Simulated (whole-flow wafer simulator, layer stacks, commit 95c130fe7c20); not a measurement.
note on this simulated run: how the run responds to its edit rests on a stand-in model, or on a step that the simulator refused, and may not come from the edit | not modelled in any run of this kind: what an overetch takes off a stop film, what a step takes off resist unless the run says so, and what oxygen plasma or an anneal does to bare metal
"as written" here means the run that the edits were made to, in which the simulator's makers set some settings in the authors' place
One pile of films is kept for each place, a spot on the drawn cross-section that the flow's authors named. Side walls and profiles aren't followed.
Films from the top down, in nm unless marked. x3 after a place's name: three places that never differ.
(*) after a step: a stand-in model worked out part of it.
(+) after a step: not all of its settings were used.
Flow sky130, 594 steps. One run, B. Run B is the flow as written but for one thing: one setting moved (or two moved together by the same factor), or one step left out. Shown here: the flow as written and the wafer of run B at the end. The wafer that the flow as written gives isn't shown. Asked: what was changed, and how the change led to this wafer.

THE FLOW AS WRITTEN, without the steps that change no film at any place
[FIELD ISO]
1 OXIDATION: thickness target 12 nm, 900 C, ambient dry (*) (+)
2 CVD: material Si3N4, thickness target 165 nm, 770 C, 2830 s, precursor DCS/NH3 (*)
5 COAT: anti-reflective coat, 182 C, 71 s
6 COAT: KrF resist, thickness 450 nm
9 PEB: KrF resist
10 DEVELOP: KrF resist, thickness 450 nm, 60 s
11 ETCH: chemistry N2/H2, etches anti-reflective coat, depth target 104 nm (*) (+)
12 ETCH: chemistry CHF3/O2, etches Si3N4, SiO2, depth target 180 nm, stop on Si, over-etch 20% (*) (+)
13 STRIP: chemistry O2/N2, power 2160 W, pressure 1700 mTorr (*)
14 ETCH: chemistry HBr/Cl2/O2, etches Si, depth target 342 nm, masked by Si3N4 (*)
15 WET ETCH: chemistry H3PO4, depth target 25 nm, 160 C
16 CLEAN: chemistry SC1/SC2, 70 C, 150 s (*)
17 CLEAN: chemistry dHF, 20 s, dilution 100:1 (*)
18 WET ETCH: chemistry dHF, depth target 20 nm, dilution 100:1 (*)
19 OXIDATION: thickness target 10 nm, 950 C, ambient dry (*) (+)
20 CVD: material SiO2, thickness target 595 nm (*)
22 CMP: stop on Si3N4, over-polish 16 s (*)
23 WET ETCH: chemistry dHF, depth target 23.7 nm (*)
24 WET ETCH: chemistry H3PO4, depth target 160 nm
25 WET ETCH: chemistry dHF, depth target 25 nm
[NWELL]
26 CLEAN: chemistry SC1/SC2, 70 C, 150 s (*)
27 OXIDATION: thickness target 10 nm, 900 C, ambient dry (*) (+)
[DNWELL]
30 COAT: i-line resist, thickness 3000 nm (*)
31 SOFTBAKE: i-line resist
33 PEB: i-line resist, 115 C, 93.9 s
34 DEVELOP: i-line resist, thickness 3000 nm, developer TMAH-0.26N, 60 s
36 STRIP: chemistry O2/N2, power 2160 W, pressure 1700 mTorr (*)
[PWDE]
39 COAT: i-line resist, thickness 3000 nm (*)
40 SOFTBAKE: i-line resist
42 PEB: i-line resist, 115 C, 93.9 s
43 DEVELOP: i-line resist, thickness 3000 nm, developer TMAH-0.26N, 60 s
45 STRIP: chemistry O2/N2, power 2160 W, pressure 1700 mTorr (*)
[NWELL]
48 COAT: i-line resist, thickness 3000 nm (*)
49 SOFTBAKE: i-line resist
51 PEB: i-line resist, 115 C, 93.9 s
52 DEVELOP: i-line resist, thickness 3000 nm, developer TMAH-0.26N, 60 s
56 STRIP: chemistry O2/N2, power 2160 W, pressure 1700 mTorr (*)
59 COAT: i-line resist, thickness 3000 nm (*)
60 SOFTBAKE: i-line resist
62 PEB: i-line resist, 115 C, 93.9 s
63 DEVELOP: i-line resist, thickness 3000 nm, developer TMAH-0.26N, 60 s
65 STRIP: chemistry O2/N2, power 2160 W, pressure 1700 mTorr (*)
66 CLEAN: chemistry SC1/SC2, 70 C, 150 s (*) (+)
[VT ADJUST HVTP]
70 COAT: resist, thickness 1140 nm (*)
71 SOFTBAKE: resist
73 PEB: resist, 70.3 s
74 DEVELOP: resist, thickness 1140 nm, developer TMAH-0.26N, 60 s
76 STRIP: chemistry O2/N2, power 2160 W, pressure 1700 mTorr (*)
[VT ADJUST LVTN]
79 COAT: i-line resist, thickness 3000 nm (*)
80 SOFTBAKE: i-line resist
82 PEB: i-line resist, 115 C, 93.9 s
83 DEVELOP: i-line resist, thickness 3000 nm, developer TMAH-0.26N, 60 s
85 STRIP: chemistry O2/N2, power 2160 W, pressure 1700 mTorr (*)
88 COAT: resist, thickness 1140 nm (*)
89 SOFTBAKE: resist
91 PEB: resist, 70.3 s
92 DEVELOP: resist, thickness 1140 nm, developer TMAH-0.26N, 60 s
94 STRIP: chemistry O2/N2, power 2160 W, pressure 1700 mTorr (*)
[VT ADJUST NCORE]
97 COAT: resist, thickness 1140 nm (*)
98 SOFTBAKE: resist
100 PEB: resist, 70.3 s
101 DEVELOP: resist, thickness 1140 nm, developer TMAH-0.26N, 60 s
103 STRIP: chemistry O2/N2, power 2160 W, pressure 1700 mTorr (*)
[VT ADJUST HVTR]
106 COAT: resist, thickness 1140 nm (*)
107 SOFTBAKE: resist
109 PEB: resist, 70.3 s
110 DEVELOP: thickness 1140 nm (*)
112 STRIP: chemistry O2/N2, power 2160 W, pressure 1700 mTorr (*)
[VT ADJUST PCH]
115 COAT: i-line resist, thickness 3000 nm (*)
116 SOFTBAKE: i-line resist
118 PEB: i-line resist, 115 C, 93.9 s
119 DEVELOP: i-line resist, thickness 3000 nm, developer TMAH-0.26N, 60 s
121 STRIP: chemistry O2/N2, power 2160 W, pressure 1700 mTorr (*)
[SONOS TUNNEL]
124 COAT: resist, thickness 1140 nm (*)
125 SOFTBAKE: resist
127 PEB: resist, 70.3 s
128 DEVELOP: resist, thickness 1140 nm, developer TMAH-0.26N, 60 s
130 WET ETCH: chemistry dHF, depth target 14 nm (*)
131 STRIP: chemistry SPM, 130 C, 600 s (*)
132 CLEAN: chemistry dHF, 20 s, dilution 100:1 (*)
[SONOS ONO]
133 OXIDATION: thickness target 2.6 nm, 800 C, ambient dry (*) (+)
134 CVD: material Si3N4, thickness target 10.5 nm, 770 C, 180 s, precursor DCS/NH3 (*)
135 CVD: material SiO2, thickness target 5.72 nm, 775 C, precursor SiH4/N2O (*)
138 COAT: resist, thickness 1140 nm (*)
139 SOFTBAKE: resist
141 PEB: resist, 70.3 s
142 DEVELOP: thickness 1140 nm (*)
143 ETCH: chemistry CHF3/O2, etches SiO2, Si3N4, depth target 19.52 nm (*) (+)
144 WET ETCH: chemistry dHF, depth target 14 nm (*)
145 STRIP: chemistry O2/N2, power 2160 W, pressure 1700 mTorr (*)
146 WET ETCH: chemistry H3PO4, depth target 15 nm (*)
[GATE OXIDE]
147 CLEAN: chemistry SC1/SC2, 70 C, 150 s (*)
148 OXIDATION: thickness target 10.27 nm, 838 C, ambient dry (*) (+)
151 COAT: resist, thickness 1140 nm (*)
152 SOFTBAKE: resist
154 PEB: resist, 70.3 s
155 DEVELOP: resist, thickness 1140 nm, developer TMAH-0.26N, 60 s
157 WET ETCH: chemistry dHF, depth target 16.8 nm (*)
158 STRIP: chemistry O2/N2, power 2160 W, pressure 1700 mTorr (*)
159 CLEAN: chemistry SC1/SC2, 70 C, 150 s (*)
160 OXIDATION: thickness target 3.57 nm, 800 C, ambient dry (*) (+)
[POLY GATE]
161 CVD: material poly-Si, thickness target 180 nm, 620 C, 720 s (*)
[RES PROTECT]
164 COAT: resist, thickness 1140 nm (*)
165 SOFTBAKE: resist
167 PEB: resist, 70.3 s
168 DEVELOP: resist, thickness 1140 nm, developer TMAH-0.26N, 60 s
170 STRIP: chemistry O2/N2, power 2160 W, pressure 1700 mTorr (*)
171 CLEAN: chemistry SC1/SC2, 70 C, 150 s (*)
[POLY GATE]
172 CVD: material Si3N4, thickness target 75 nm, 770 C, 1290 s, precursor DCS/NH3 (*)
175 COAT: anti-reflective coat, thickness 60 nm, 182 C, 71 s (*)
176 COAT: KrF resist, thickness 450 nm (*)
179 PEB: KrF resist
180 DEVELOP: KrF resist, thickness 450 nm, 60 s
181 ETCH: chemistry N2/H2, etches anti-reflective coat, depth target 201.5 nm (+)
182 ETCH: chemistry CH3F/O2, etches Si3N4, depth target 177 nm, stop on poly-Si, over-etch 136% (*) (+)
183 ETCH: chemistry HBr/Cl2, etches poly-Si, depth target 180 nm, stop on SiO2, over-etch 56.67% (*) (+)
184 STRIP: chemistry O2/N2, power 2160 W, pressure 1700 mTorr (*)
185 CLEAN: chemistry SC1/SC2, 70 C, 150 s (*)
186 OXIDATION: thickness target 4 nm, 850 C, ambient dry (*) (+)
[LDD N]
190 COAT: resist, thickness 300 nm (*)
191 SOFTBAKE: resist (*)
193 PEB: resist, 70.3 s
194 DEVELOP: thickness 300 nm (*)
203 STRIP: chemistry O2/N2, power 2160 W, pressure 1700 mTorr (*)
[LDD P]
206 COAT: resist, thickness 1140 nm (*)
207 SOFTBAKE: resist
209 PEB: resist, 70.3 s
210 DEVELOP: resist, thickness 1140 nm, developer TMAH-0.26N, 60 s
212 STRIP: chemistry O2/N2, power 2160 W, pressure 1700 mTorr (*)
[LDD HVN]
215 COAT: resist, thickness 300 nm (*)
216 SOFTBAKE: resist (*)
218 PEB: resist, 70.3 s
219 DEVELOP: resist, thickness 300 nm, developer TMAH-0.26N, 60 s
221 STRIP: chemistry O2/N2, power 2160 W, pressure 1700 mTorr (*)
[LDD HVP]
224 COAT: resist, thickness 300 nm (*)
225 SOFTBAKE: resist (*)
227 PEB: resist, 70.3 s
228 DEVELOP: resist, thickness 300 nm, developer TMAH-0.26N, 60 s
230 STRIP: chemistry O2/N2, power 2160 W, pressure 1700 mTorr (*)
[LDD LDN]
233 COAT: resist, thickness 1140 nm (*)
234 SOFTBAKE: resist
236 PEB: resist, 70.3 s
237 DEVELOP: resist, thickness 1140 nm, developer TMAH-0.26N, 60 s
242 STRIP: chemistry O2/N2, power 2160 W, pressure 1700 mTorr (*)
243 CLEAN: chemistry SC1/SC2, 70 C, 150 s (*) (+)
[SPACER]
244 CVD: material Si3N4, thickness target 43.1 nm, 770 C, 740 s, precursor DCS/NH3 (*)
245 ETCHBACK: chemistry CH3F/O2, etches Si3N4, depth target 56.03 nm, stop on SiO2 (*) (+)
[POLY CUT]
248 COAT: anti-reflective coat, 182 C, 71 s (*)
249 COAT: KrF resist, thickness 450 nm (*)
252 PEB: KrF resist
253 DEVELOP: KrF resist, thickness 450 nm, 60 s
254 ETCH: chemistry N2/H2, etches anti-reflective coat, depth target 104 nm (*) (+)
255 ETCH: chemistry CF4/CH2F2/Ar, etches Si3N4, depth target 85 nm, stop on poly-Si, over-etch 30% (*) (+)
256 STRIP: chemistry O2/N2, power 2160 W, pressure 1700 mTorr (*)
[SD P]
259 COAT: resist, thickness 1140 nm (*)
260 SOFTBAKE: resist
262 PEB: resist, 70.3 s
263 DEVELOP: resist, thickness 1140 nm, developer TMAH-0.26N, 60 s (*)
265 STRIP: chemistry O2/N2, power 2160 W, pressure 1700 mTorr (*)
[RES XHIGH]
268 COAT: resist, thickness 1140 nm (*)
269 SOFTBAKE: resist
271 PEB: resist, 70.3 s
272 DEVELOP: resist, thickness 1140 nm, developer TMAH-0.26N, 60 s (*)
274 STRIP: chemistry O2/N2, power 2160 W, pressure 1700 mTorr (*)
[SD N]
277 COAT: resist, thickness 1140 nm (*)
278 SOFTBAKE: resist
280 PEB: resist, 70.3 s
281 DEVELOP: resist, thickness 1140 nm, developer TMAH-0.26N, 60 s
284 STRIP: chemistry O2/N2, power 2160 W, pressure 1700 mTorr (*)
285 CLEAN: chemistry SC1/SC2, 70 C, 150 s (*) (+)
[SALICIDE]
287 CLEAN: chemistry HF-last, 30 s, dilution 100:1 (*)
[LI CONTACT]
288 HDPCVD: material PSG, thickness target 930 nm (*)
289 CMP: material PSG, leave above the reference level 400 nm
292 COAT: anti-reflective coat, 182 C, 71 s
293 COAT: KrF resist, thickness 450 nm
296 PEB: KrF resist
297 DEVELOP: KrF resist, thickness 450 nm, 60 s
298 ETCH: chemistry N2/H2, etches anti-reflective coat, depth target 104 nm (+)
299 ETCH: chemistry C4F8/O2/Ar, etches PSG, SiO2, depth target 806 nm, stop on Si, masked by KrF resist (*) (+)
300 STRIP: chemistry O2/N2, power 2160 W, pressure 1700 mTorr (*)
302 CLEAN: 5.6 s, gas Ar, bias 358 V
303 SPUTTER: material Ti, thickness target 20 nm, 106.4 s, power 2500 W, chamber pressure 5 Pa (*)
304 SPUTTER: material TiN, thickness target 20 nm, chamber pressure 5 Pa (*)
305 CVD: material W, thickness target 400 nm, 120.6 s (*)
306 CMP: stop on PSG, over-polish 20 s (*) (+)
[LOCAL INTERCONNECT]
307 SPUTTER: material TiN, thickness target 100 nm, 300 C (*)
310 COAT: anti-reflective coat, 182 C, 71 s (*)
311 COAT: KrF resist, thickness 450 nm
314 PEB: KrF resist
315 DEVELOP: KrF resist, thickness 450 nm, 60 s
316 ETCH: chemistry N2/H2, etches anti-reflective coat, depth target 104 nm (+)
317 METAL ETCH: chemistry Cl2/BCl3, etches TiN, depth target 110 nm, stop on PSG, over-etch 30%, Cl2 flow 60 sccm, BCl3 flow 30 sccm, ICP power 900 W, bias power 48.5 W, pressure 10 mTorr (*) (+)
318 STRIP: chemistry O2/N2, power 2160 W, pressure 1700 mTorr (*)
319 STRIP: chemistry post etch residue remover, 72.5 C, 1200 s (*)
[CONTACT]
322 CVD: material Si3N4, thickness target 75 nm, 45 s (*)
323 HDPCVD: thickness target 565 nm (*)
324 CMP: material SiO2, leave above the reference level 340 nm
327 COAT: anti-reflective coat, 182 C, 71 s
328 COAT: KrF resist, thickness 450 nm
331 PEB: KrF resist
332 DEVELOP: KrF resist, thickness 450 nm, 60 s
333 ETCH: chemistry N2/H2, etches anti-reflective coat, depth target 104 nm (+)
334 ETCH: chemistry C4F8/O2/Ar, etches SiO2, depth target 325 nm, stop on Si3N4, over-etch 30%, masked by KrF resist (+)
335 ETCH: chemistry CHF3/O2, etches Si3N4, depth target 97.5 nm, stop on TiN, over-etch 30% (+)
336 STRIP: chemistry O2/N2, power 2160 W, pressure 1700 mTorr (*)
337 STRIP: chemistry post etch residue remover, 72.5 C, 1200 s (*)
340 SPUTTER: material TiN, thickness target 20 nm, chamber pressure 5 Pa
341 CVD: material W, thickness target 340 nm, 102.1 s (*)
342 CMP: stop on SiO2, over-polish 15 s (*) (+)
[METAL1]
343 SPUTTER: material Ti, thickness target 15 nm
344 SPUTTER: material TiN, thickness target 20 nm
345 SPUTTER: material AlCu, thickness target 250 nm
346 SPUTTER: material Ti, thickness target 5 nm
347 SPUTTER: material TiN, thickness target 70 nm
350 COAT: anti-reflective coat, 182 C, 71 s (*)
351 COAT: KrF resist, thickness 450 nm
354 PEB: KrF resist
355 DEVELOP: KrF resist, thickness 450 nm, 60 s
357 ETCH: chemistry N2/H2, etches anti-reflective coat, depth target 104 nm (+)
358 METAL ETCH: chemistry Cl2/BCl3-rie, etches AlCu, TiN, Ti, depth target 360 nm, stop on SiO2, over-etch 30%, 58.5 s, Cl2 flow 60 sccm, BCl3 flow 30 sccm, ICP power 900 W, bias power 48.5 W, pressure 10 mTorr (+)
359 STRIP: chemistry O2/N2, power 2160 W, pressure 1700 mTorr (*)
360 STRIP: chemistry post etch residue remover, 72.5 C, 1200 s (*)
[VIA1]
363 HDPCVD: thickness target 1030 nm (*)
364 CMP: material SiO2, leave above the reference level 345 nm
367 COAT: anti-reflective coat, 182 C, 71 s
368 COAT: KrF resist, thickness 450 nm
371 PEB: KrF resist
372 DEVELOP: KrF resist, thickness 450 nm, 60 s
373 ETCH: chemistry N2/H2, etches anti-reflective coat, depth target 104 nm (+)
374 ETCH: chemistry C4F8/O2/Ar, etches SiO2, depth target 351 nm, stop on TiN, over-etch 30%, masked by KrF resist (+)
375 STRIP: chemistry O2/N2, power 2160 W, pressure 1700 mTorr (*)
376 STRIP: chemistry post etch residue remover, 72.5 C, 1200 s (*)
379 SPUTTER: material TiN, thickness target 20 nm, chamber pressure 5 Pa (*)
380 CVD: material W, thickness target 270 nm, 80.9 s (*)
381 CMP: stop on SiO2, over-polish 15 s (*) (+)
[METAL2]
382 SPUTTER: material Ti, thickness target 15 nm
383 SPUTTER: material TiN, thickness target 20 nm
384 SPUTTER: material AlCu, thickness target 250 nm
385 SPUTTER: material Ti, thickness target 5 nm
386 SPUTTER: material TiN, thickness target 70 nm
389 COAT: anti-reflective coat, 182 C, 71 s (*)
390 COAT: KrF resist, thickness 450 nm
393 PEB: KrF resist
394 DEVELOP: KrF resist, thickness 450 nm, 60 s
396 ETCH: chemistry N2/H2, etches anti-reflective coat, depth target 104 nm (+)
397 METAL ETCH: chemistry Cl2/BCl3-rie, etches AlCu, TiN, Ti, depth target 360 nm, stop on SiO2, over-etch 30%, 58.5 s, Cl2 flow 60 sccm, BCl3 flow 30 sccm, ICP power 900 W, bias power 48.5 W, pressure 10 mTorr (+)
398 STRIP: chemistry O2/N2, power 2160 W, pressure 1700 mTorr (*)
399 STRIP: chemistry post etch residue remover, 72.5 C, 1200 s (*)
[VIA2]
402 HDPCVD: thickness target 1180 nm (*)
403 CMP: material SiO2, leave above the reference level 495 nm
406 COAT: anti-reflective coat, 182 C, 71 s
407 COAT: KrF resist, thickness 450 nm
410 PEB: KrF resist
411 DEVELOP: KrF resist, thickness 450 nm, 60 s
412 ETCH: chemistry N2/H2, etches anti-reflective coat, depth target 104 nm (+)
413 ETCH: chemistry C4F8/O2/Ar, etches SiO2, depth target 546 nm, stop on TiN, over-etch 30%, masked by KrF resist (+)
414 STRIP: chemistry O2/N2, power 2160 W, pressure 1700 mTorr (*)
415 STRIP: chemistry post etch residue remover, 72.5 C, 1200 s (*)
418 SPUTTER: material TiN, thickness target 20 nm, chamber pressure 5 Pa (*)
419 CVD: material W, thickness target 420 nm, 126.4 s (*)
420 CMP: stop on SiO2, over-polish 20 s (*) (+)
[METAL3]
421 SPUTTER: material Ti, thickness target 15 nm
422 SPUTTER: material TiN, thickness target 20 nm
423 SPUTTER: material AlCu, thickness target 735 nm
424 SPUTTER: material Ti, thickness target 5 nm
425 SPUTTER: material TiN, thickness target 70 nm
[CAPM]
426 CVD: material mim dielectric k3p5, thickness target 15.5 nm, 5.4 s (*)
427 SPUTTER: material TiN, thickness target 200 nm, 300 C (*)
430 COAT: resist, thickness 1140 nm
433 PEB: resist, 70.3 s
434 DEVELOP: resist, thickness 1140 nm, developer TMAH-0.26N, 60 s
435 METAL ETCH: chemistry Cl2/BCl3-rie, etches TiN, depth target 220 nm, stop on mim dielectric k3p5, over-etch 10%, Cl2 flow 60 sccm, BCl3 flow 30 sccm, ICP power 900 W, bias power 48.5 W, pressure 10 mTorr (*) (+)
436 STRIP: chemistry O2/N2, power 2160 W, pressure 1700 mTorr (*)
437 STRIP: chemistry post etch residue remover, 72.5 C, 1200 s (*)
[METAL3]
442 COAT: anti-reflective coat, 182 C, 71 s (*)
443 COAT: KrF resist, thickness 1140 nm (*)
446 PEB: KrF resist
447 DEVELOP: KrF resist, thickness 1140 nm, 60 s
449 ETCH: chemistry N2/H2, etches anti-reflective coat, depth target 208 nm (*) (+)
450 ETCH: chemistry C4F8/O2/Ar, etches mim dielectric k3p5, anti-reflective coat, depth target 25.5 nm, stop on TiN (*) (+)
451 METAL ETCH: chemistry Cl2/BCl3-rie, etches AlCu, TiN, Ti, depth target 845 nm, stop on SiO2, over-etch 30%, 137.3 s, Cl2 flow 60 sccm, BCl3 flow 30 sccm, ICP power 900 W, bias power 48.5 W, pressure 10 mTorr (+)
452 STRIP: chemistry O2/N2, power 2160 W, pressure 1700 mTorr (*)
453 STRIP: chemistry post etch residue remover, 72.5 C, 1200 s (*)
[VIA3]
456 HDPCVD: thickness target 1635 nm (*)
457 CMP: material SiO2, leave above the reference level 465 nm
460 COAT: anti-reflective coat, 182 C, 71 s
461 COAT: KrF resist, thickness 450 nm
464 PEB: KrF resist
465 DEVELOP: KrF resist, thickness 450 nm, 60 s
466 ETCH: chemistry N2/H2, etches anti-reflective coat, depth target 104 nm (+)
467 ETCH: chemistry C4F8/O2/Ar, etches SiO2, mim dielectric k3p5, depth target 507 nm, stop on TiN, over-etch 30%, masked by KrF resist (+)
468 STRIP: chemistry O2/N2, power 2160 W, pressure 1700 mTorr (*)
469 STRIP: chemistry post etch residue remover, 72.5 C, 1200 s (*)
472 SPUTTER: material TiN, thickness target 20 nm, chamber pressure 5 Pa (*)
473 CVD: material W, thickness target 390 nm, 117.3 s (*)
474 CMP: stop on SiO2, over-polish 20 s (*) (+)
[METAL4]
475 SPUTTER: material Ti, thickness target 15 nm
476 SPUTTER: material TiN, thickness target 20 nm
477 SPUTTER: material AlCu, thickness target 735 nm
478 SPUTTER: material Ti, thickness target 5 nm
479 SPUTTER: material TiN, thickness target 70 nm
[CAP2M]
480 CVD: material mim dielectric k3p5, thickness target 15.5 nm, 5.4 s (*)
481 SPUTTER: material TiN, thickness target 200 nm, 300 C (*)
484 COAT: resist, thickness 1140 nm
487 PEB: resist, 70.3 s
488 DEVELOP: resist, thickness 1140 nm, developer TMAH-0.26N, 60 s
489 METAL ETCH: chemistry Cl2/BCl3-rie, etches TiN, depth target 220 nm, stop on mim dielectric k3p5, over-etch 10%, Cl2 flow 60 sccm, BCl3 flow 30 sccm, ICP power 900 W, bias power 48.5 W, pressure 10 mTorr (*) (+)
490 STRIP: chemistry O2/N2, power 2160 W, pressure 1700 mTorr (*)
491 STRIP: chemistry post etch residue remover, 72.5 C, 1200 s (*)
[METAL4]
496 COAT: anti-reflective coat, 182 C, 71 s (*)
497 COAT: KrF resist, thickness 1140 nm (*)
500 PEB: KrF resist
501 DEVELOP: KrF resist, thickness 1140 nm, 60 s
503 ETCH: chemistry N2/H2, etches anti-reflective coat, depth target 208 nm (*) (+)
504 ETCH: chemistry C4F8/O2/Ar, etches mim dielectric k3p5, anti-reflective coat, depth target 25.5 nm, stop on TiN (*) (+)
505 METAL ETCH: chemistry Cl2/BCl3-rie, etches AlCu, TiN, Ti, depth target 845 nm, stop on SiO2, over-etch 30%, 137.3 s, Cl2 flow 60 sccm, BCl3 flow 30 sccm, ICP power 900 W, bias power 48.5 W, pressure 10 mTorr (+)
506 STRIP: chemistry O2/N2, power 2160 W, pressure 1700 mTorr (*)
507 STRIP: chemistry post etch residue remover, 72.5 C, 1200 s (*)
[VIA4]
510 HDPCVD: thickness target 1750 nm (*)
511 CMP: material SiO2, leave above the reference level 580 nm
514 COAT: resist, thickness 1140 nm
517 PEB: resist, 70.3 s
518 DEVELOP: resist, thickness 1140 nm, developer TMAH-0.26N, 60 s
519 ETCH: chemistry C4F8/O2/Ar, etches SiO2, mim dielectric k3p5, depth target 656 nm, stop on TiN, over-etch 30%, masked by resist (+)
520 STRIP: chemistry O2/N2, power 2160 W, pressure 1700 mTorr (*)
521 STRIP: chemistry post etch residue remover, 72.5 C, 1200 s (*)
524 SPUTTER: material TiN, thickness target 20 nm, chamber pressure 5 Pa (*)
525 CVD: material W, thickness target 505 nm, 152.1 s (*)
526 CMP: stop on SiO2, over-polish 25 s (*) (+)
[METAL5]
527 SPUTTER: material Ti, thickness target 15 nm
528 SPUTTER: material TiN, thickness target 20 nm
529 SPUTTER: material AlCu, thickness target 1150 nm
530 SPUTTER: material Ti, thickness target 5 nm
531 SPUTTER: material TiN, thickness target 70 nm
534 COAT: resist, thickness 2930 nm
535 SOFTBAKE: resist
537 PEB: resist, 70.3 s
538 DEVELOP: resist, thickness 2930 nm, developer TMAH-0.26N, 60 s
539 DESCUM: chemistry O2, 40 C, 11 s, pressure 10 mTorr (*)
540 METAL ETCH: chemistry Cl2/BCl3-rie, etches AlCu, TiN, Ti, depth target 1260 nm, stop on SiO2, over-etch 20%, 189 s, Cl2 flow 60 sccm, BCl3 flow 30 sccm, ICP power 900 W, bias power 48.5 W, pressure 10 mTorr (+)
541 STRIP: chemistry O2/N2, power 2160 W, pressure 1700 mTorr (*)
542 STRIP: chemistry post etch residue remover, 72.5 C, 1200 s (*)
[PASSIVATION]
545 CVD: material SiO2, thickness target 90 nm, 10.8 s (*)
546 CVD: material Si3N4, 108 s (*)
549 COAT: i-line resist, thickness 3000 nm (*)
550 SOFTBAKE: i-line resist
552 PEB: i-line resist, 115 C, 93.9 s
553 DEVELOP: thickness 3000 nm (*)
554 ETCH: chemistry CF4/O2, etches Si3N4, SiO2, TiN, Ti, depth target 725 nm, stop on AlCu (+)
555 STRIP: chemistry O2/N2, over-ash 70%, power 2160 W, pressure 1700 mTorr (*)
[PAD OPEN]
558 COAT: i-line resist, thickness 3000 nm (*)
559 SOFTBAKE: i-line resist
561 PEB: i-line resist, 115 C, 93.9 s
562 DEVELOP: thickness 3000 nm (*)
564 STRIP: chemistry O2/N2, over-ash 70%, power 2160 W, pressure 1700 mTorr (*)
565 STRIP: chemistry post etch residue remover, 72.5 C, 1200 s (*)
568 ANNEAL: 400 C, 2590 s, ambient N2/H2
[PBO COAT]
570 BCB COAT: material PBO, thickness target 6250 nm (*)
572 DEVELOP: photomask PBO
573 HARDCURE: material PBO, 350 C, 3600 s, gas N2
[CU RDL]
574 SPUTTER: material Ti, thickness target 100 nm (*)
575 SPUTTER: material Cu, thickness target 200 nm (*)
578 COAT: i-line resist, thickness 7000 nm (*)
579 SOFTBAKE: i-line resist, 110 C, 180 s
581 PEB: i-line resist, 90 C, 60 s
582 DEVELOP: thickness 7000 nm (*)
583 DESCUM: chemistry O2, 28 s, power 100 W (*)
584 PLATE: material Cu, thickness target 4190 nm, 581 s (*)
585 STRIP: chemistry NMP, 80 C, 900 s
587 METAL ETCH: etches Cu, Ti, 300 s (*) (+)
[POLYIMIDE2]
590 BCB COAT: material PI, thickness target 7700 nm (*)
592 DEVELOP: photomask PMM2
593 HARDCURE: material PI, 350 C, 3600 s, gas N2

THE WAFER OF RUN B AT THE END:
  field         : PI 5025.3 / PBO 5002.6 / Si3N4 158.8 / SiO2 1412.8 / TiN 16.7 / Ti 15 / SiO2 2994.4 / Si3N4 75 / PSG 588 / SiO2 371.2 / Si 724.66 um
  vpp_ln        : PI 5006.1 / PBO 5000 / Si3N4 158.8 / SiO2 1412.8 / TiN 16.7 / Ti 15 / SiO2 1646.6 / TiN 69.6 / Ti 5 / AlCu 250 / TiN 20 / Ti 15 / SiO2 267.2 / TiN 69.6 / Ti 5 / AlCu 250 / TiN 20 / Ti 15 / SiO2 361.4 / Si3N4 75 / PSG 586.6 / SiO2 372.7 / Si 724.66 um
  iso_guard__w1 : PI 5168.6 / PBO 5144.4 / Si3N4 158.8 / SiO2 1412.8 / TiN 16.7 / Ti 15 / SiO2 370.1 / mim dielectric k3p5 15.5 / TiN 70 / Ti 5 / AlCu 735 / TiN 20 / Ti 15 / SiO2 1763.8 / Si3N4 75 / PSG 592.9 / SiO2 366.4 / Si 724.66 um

The cause: step 505, METAL ETCH: depth target 625.3 nm was run, where the flow has depth target 845 nm; step 505, METAL ETCH: 101.6 s was run, where the flow has 137.3 s.

How the change led to this, step by step:
  505 METAL ETCH: chemistry Cl2/BCl3-rie, etches AlCu, TiN, Ti, depth target 845 nm, stop on SiO2, over-etch 30%, 137.3 s, Cl2 flow 60 sccm, BCl3 flow 30 sccm, ICP power 900 W, bias power 48.5 W, pressure 10 mTorr (+)
      field, gate, spacer and 68 more: TiN -70 (all of it), Ti -5 (all of it), AlCu -735 (all of it), TiN -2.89 (as written it would be: TiN -70 (all of it), Ti -5 (all of it), AlCu -735 (all of it), TiN -20 (all of it), Ti -15 (all of it), SiO2 -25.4)
      active, vpp_iso1, mim_edge_plate and 14 more: TiN -70 (all of it), Ti -5 (all of it), AlCu -735 (all of it), TiN -2.89 (as written it would be: TiN -70 (all of it), Ti -5 (all of it), AlCu -735 (all of it), TiN -20 (all of it), Ti -15 (all of it), SiO2 -25.3)
      (and at 105 more places)
  506 STRIP: chemistry O2/N2, power 2160 W, pressure 1700 mTorr (*)
      n_well, p_well, gate_hv and 83 more: KrF resist -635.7 (all of it), anti-reflective coat -80 (all of it) (as written it would be: KrF resist -492.9 (all of it), anti-reflective coat -80 (all of it))
      vcap_hvt, varactor_hvt_edge, varactor_hvt_sp: KrF resist -637.3 (all of it), anti-reflective coat -80.3 (all of it) (as written it would be: KrF resist -494.5 (all of it), anti-reflective coat -80.3 (all of it))
      (and at 16 more places)
  510 HDPCVD: thickness target 1750 nm (*)
      field, active, gate and 85 more: SiO2 +1750 (new film) (as written it would be: SiO2 +1750)
  511 CMP: material SiO2, leave above the reference level 580 nm
      field, active, gate and 77 more: SiO2 -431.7 (as written it would be: SiO2 -374.7)
      iso_guard__w1, mim_edge_gap, vpp_l1ln, vpp_m3ln, rpm_encl, via2_enc, rpm_encl_psd, iso_guard_nsd_tip: SiO2 -431.7 (as written it would be: SiO2 -374.6)
Counting metal films that touch as one body, field has 1 body; the flow as written gives 0 bodies.
Counting metal films that touch as one body, vpp_ln has 3 bodies (between them, from the top down: SiO2 1646.6; SiO2 267.2); the flow as written gives 2 bodies (between them, from the top down: SiO2 267.2).
Counting metal films that touch as one body, iso_guard__w1 has 2 bodies (between them, from the top down: SiO2 370.1 / mim dielectric k3p5 15.5); the flow as written gives 1 body.
